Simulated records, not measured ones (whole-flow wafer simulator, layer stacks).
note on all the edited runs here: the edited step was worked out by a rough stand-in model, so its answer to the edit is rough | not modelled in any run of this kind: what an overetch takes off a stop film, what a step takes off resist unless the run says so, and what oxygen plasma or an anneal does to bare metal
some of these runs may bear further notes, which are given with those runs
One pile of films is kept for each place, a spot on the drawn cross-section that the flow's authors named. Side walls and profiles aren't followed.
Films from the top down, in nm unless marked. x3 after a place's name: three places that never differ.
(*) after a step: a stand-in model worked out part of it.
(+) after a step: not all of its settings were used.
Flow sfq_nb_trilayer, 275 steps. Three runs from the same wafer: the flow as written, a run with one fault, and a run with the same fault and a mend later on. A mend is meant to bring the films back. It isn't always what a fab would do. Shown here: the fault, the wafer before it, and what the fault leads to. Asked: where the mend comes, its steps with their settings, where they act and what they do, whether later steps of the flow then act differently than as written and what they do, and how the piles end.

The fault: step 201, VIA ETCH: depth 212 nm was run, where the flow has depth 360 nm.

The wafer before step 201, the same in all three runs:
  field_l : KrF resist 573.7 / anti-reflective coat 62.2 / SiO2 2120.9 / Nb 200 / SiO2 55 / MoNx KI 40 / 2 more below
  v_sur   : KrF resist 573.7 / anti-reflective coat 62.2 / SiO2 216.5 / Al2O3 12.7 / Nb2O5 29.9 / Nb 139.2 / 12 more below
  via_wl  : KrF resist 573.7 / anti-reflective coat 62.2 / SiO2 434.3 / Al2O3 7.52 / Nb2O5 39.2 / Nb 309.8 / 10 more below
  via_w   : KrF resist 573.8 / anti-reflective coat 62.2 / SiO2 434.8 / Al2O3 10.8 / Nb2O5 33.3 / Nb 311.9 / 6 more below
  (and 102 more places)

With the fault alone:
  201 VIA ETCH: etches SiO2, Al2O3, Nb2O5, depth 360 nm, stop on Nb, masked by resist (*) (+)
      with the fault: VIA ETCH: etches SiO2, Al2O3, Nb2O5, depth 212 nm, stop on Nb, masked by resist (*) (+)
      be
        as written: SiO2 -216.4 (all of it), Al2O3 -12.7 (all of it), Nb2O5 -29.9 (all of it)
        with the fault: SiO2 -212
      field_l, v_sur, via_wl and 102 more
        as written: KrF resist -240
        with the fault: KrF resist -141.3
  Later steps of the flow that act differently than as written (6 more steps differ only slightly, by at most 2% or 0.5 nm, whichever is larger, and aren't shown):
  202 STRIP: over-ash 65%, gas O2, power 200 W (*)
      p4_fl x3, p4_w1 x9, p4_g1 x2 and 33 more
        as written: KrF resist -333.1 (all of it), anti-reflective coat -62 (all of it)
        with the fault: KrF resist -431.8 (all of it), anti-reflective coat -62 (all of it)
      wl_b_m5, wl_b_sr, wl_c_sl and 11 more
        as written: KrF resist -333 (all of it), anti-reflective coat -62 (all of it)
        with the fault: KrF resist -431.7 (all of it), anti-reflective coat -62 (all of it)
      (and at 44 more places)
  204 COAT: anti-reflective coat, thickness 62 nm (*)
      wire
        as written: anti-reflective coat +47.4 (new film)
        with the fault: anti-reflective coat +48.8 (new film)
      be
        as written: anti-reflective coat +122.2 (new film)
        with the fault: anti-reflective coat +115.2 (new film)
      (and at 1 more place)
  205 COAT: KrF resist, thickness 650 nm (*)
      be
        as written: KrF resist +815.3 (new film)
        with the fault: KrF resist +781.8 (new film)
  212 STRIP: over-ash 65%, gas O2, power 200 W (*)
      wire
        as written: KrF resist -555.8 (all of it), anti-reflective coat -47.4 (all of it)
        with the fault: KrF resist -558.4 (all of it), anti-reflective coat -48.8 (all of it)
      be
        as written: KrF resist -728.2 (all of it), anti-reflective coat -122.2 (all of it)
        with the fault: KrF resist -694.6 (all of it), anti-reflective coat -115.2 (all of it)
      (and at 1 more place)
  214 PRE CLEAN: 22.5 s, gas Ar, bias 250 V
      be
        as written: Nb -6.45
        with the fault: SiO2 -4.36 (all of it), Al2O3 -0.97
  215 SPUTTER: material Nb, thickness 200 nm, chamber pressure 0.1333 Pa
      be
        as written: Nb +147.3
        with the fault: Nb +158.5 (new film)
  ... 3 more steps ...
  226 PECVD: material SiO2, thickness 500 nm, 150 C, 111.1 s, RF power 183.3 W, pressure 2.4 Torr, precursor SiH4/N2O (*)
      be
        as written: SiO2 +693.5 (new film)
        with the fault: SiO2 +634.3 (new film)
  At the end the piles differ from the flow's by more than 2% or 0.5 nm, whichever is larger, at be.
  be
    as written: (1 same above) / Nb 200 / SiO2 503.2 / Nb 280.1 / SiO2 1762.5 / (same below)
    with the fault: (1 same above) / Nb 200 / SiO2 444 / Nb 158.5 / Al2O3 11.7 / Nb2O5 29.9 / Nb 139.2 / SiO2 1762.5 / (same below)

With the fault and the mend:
  The mend comes after step 202.
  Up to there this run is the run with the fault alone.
  202a COAT: anti-reflective coat, thickness 62 nm (*) (the flow's step 194 once more)
      l0_sur, l0v, p4_fl x3 and 61 more
        anti-reflective coat +62 (new film)
      wl_a_sl, wl_a_m6, wl_a_sr, wl_g_sr
        anti-reflective coat +61.9 (new film)
      v_sur, via_wl
        anti-reflective coat +61.7 (new film)
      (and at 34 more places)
  202b COAT: KrF resist, thickness 650 nm (*) (the flow's step 195 once more)
      p4_fl x3, p4_w1 x9, p4_g1 x2 and 33 more
        KrF resist +650 (new film)
      wl_b_m5, wl_b_sr, wl_c_sl and 12 more
        KrF resist +649.9 (new film)
      jj_sur, wl_a_sr, wl_g_sr
        KrF resist +649.7 (new film)
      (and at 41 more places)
  202c SOFTBAKE: KrF resist (the flow's step 196 once more)
      changes no film at any place that is followed
  202d EXPOSE: photomask I5, dose 12.41 mJ/cm2, NA 0.6, wavelength 248 nm (*) (the flow's step 197 once more)
      changes no film at any place that is followed
  202e PEB: KrF resist, 90 s (the flow's step 198 once more)
      field_l, v_sur, via_wl and 82 more
        KrF resist -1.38
      via_w, via_wr, via_sp, wire
        KrF resist -1.37
      ce_l, moat, field_r, wl_jj
        KrF resist -1.39
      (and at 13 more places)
  202f DEVELOP: KrF resist, thickness 650 nm, 60 s (the flow's step 199 once more)
      field_l, v_sur, via_wl and 102 more
        KrF resist -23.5
      be
        KrF resist -780 (all of it)
  202g VIA ETCH: etches anti-reflective coat, depth 125 nm, masked by resist (+) (the flow's step 200 once more)
      field_l, v_sur, via_wl and 102 more
        KrF resist -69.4
      be
        anti-reflective coat -115.2 (all of it), SiO2 -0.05
  202h VIA ETCH: etches SiO2, Al2O3, Nb2O5, depth 148 nm, stop on Nb, masked by resist (*) (+) (the flow's step 201 once more, with other settings)
      field_l, v_sur, via_wl and 102 more
        KrF resist -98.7
      be
        SiO2 -4.31 (all of it), Al2O3 -12.7 (all of it), Nb2O5 -29.9 (all of it)
  202i STRIP: over-ash 65%, gas O2, power 200 W (*) (the flow's step 202 once more)
      p4_fl x3, p4_w1 x9, p4_g1 x2 and 33 more
        KrF resist -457 (all of it), anti-reflective coat -62 (all of it)
      wl_b_sr, wl_c_sl, wl_c_m6 and 10 more
        KrF resist -456.9 (all of it), anti-reflective coat -62 (all of it)
      wl_b_sl, wl_b_m5, wl_g_sl, wl_g_m5
        KrF resist -456.8 (all of it), anti-reflective coat -62 (all of it)
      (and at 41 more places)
  No later step of the flow acts differently than as written at any place that is followed.
  At the end the piles are the same as the flow's at every place that both follow.
